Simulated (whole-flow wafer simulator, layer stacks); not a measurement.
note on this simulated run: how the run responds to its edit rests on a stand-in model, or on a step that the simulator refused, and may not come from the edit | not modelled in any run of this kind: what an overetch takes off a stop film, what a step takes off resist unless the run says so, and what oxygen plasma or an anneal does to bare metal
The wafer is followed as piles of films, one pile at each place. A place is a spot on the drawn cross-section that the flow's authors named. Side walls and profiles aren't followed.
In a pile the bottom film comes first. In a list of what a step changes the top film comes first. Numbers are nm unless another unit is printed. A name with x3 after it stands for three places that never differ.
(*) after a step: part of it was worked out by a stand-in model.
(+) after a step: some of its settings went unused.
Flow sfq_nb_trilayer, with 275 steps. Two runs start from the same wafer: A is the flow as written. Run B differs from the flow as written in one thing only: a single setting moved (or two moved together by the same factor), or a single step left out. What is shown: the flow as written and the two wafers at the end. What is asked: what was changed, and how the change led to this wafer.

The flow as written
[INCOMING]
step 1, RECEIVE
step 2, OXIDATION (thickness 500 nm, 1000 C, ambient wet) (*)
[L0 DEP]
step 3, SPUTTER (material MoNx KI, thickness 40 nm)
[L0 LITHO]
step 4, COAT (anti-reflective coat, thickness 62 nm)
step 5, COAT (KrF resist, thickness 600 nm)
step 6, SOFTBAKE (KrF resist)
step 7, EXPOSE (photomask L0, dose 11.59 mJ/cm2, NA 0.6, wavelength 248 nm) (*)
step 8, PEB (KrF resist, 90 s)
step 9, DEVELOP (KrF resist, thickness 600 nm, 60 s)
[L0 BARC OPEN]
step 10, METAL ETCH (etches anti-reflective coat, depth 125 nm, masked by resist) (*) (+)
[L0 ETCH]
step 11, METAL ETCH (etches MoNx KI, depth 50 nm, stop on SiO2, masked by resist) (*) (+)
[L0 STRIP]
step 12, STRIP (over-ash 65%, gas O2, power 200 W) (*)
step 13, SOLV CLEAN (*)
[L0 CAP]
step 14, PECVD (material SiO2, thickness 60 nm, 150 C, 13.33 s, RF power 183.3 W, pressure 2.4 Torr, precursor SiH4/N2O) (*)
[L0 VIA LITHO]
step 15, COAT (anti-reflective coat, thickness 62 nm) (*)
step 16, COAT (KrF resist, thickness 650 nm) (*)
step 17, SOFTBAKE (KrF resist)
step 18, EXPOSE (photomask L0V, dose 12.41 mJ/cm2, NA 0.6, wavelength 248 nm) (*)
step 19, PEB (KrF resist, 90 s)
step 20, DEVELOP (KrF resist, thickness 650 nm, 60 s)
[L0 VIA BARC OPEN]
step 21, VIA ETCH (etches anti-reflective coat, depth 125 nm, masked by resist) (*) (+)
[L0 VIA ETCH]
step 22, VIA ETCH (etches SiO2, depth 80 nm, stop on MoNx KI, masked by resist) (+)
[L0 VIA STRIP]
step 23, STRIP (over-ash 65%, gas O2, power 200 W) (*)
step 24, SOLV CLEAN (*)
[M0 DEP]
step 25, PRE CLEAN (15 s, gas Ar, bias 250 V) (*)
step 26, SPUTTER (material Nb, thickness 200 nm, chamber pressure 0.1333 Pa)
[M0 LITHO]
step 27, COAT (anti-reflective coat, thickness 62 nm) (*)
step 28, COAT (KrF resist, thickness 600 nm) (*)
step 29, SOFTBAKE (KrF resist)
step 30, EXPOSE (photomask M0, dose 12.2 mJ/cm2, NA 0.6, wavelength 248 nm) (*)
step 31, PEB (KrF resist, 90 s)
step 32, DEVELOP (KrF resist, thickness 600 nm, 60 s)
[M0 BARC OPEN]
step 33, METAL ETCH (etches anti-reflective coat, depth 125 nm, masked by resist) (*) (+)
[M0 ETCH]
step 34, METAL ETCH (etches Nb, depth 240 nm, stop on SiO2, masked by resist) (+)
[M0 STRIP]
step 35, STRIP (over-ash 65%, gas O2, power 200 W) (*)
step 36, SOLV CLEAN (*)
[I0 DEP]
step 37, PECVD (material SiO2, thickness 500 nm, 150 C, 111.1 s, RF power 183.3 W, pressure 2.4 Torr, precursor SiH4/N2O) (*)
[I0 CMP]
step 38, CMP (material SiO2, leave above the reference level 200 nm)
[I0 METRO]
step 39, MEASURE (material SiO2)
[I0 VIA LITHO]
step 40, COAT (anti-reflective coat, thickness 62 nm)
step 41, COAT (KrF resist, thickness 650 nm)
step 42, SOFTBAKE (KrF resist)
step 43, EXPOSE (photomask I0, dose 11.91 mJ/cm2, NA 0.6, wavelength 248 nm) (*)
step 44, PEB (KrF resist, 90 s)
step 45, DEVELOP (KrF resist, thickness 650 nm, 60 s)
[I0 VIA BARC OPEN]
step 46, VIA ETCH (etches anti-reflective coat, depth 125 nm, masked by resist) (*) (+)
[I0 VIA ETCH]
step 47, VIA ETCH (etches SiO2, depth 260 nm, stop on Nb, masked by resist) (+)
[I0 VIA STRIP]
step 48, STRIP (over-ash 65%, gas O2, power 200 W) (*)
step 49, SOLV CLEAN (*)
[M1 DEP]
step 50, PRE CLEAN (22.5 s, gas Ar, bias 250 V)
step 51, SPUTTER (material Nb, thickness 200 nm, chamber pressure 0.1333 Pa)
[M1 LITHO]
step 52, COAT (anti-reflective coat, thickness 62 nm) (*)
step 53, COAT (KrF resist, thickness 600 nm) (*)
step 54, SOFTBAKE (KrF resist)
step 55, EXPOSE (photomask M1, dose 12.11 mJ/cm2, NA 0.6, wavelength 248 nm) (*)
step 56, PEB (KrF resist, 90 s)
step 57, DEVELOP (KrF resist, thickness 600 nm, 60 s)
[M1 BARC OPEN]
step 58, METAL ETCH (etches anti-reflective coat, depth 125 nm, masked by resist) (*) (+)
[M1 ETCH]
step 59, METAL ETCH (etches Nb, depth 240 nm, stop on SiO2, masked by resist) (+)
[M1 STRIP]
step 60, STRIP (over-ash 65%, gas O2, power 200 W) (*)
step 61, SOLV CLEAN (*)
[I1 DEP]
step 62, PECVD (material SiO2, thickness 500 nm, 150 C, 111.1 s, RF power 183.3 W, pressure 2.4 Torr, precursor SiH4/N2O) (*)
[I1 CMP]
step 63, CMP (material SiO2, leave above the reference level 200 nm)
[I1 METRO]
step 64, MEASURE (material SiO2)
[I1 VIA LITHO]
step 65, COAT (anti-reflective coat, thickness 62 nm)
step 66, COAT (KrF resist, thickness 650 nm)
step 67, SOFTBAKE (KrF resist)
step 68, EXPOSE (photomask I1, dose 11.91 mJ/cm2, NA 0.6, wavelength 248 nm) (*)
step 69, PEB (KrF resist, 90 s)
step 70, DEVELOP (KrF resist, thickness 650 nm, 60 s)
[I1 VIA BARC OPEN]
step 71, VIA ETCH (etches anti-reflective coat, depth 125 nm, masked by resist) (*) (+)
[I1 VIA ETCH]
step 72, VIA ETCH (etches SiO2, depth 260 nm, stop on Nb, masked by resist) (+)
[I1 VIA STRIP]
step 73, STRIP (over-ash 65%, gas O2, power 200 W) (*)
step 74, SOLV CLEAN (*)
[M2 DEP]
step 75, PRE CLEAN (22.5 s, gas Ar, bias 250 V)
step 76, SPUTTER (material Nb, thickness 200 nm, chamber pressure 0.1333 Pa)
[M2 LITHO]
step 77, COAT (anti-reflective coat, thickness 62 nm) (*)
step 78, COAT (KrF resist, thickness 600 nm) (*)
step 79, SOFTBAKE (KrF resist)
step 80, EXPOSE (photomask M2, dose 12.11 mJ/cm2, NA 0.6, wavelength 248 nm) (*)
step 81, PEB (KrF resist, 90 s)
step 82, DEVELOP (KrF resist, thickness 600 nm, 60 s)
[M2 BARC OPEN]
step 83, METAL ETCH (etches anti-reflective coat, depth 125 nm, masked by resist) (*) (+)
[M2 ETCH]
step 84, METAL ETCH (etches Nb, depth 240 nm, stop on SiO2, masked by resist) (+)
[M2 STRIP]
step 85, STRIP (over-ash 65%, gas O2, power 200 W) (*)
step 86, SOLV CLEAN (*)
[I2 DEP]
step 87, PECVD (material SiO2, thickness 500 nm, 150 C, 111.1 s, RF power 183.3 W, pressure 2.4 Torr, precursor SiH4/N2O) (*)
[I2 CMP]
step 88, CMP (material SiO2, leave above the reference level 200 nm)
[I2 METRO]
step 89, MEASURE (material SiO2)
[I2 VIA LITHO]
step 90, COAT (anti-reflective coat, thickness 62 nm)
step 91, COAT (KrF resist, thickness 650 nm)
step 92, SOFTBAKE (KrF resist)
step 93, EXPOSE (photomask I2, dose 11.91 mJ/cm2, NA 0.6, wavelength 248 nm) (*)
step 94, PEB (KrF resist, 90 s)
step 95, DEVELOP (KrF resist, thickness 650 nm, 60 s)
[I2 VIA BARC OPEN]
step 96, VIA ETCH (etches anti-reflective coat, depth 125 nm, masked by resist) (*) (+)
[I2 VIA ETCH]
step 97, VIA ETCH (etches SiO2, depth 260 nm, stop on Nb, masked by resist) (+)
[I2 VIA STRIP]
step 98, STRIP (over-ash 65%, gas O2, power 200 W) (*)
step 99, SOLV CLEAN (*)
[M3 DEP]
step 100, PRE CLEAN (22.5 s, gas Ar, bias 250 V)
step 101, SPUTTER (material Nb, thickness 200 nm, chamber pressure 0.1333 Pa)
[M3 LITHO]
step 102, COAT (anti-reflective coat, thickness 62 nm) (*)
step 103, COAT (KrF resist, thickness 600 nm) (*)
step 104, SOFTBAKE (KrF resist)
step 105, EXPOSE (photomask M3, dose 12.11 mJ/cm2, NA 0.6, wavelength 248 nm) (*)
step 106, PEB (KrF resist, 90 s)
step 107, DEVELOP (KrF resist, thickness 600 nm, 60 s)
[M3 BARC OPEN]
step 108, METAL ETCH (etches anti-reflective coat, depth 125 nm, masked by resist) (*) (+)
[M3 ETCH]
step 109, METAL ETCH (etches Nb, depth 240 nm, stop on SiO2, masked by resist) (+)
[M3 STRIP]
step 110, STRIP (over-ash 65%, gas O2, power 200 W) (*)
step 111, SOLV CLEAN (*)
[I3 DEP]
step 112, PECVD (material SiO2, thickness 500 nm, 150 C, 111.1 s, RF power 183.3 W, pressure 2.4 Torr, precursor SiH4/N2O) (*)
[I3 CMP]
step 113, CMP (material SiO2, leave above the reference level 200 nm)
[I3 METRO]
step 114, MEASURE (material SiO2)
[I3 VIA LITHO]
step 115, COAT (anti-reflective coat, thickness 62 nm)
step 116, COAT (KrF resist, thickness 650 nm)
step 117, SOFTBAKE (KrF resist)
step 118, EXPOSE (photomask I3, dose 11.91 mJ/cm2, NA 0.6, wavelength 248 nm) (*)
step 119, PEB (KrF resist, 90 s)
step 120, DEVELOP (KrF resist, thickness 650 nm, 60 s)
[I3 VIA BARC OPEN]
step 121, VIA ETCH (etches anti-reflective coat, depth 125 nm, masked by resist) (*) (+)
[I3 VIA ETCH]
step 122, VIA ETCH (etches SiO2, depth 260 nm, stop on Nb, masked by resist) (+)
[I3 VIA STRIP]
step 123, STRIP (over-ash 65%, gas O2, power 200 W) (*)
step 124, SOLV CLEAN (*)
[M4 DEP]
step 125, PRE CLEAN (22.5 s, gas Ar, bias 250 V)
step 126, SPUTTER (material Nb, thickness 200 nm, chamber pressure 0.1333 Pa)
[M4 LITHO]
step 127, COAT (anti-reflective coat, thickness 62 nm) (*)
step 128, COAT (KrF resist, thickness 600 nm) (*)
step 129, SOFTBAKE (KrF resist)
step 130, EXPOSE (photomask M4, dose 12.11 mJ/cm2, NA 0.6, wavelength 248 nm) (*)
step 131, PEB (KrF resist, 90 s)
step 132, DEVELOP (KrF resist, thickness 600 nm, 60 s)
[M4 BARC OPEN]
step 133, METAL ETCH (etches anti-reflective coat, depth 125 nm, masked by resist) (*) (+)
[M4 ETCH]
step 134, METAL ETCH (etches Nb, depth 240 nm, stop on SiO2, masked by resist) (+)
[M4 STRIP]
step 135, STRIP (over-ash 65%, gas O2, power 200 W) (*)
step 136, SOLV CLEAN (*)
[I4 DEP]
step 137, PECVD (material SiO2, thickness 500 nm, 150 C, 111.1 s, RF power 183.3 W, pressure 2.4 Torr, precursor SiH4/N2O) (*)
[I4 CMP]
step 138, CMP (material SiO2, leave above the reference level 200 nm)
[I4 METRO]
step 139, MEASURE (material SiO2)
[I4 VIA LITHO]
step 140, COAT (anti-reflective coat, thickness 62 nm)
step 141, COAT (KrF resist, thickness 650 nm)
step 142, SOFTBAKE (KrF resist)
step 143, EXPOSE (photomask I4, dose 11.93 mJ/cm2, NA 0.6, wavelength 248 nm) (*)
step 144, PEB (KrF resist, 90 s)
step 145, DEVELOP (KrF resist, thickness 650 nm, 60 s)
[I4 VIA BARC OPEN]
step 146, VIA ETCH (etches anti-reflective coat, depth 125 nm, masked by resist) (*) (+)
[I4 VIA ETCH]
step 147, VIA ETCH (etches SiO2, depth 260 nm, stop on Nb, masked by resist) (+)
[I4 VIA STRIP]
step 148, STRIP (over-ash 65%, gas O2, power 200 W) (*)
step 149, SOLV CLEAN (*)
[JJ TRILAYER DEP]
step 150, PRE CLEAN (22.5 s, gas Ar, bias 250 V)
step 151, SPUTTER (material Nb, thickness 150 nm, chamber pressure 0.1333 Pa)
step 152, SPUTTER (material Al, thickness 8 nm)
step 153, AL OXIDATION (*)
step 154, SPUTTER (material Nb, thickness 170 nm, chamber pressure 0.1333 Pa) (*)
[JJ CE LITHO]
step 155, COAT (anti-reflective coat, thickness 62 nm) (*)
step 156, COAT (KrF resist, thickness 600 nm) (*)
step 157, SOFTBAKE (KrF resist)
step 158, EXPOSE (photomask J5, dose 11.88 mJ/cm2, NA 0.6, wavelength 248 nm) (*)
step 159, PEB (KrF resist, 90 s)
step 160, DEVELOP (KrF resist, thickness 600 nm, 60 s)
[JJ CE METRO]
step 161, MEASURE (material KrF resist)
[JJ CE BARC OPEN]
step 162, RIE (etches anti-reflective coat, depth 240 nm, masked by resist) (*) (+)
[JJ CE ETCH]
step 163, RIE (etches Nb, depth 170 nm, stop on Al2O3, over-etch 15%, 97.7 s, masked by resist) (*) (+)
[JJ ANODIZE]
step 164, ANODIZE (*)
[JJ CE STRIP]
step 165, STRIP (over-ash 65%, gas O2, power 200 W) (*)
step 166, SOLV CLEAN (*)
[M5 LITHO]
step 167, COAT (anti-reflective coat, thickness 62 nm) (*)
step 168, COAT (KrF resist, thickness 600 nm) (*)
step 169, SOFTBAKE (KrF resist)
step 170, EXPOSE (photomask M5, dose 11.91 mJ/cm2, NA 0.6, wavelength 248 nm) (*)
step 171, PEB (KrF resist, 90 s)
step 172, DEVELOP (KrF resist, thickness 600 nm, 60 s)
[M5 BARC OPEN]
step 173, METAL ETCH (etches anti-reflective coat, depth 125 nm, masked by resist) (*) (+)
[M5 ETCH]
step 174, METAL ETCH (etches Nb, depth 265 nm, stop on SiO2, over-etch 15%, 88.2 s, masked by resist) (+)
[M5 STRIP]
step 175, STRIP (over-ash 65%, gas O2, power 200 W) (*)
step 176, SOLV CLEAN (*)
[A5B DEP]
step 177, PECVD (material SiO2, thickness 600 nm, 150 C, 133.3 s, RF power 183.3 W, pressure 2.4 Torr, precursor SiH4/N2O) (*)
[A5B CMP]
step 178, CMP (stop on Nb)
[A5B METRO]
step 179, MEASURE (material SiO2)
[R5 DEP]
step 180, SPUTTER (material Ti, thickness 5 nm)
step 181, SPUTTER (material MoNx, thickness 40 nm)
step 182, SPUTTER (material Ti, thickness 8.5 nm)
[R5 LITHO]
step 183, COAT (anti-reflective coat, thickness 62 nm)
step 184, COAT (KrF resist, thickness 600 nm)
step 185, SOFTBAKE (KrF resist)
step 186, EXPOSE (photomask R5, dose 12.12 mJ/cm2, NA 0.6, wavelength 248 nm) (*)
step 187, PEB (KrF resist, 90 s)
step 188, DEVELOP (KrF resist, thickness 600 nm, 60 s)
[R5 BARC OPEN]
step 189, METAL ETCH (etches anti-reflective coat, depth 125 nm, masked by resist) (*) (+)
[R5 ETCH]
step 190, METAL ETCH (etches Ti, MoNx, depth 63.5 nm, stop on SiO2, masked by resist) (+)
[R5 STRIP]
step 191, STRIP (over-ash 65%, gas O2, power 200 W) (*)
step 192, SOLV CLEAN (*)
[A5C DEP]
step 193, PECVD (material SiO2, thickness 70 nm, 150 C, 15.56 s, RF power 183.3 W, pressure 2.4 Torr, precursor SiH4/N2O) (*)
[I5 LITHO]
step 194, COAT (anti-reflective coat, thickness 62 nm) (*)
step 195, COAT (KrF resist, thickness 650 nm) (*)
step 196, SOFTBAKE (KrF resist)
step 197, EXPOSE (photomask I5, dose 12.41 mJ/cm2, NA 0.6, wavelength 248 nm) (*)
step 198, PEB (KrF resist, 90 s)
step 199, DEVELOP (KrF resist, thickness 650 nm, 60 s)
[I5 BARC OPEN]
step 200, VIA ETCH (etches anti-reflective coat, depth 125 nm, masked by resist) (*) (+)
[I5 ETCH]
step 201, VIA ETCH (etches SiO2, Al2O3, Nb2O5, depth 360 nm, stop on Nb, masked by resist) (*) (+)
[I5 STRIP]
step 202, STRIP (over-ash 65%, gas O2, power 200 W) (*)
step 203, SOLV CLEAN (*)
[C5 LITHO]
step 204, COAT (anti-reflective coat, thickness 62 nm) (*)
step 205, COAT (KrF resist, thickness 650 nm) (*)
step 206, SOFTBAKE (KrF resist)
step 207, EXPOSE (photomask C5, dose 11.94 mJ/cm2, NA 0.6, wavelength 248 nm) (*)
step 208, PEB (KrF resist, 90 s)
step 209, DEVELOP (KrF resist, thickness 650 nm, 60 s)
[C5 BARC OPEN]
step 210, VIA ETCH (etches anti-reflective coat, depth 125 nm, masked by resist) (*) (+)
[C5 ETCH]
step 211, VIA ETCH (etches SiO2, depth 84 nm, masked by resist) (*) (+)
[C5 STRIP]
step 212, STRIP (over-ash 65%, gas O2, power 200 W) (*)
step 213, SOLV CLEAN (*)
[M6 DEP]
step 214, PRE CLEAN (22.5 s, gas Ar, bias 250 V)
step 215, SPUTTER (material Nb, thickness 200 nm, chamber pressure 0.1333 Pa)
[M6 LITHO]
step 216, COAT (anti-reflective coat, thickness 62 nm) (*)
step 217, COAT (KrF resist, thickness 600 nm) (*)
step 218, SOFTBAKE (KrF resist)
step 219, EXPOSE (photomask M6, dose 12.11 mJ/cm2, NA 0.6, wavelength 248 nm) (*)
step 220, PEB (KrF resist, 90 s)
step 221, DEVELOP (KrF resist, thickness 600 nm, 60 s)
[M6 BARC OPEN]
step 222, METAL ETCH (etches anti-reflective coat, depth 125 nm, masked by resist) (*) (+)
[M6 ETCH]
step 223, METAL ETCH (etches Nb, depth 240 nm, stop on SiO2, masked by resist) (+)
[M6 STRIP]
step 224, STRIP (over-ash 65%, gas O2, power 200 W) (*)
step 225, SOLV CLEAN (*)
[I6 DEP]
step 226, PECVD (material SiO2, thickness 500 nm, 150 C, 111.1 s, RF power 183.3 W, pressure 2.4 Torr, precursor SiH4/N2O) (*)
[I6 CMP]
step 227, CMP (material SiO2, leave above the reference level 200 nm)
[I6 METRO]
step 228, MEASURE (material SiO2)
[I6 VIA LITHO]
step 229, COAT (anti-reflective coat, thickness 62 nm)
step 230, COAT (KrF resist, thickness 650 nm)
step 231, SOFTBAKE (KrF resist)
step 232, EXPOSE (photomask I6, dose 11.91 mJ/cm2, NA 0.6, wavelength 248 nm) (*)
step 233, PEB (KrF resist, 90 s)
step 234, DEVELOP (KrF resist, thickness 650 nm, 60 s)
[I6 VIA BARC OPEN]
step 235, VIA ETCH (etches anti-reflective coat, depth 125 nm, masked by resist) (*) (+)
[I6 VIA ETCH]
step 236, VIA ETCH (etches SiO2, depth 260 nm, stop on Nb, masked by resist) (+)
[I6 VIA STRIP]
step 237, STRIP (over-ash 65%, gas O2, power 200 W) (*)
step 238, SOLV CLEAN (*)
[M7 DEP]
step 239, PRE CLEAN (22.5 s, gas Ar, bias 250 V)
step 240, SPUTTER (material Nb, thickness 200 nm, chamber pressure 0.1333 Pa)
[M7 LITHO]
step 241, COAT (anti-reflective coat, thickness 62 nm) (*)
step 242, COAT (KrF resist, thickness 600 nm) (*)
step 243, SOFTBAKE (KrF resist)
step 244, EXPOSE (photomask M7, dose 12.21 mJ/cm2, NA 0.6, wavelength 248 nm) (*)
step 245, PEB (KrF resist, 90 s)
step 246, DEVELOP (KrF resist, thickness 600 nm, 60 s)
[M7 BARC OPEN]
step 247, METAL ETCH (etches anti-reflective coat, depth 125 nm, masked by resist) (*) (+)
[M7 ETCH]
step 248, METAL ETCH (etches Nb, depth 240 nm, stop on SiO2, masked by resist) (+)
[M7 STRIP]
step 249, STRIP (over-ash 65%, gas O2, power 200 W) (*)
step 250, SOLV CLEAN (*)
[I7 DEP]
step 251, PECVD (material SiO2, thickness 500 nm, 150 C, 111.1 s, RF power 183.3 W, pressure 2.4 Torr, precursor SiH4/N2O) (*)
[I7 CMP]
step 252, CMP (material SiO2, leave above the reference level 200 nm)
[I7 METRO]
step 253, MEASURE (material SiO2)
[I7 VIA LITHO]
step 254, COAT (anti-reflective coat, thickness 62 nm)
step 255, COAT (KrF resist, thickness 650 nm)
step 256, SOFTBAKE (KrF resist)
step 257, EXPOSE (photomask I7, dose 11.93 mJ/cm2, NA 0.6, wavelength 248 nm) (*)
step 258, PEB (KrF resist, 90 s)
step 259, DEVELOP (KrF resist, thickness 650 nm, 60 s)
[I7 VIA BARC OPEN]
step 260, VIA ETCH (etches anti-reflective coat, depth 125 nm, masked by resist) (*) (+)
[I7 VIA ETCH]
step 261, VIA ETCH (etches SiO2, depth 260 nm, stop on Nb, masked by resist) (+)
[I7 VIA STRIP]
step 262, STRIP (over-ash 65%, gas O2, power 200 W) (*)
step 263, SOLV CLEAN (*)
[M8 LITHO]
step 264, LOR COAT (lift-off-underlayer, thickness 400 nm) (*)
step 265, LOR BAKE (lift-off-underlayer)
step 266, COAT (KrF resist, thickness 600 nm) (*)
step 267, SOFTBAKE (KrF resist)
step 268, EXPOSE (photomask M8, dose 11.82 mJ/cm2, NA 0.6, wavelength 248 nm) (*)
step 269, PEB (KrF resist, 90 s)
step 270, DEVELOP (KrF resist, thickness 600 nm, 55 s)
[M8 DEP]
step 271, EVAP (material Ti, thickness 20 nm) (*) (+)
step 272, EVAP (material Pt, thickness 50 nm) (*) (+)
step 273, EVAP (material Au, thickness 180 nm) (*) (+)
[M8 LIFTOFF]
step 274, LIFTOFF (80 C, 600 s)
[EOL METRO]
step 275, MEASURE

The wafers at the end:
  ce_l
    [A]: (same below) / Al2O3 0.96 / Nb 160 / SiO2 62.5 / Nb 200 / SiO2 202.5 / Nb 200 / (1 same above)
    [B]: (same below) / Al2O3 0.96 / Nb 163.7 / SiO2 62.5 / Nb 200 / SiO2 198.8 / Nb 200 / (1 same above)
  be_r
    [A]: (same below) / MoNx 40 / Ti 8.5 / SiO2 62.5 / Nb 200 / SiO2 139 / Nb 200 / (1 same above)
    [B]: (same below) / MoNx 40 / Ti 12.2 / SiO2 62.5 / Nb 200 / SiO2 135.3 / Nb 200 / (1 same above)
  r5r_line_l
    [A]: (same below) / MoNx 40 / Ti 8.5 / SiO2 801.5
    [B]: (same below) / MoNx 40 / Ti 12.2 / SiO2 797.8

Cause: step 182, SPUTTER: thickness 12.2 nm was run, whereas the flow has thickness 8.5 nm.
The wafer itself shows it: be_r has Ti 12.2, and step 182 as written asks for 8.5 nm.

How this came from the change, step by step:
  step 182, SPUTTER (material Ti, thickness 8.5 nm)
      field_l, v_sur, via_wl and 103 more: A Ti gains 8.5 (new film) | B Ti gains 12.2 (new film)
  step 190, METAL ETCH (etches Ti, MoNx, depth 63.5 nm, stop on SiO2, masked by resist) (+)
      field_l, v_sur, via_wl and 92 more: A Ti loses 8.5 (all of it), MoNx loses 40 (all of it), Ti loses 5 (all of it) | B Ti loses 12.2 (all of it), MoNx loses 40 (all of it), Ti loses 5 (all of it)
      ce_l, c5j, ce_r, wl_jj: A Ti loses 8.5 (all of it), MoNx loses 40 (all of it), Ti loses 5 (all of it), Nb loses 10 | B Ti loses 12.2 (all of it), MoNx loses 40 (all of it), Ti loses 5 (all of it), Nb loses 6.3
  step 194, COAT (anti-reflective coat, thickness 62 nm) (*)
      ce_l: A anti-reflective coat gains 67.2 (new film) | B anti-reflective coat gains 65.5 (new film)
      ce_r: A anti-reflective coat gains 68.1 (new film) | B anti-reflective coat gains 66.3 (new film)
  step 202, STRIP (over-ash 65%, gas O2, power 200 W) (*)
      ce_l: A KrF resist loses 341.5 (all of it), anti-reflective coat loses 67.2 (all of it) | B KrF resist loses 340.5 (all of it), anti-reflective coat loses 65.5 (all of it)
      ce_r: A KrF resist loses 346.1 (all of it), anti-reflective coat loses 68.1 (all of it) | B KrF resist loses 345.6 (all of it), anti-reflective coat loses 66.3 (all of it)
  step 204, COAT (anti-reflective coat, thickness 62 nm) (*)
      ce_l: A anti-reflective coat gains 66 (new film) | B anti-reflective coat gains 64.4 (new film)
      ce_r: A anti-reflective coat gains 67.2 (new film) | B anti-reflective coat gains 65.5 (new film)
      (as well as at 1 more place)
  step 212, STRIP (over-ash 65%, gas O2, power 200 W) (*)
      ce_l: A KrF resist loses 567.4 (all of it), anti-reflective coat loses 66 (all of it) | B KrF resist loses 566.7 (all of it), anti-reflective coat loses 64.4 (all of it)
      ce_r: A KrF resist loses 573.7 (all of it), anti-reflective coat loses 67.2 (all of it) | B KrF resist loses 573.5 (all of it), anti-reflective coat loses 65.5 (all of it)
      (as well as at 1 more place)
  step 216, COAT (anti-reflective coat, thickness 62 nm) (*)
      r5r_spacepad_l, r5r_spacepad_r: A anti-reflective coat gains 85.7 (new film) | B anti-reflective coat gains 87.5 (new film)
      ce_l: A anti-reflective coat gains 48 (new film) | B anti-reflective coat gains 46.9 (new film)
      (as well as at 2 more places)
  step 222, METAL ETCH (etches anti-reflective coat, depth 125 nm, masked by resist) (*) (+)
      r5r_spacepad_l, r5r_spacepad_r: A anti-reflective coat loses 85.7 (all of it) | B anti-reflective coat loses 87.5 (all of it)
  step 224, STRIP (over-ash 65%, gas O2, power 200 W) (*)
      ce_l: A KrF resist loses 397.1 (all of it), anti-reflective coat loses 48 (all of it) | B KrF resist loses 395.7 (all of it), anti-reflective coat loses 46.9 (all of it)
      ce_r: A KrF resist loses 403.5 (all of it), anti-reflective coat loses 48.8 (all of it) | B KrF resist loses 402.6 (all of it), anti-reflective coat loses 47.6 (all of it)
      (as well as at 1 more place)
  step 227, CMP (material SiO2, leave above the reference level 200 nm)
      r5r_line_l, r5r_spacepad_l, r5r_spacepad_r, r5r_line_c, r5r_line_r: A SiO2 loses 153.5 | B SiO2 loses 157.2
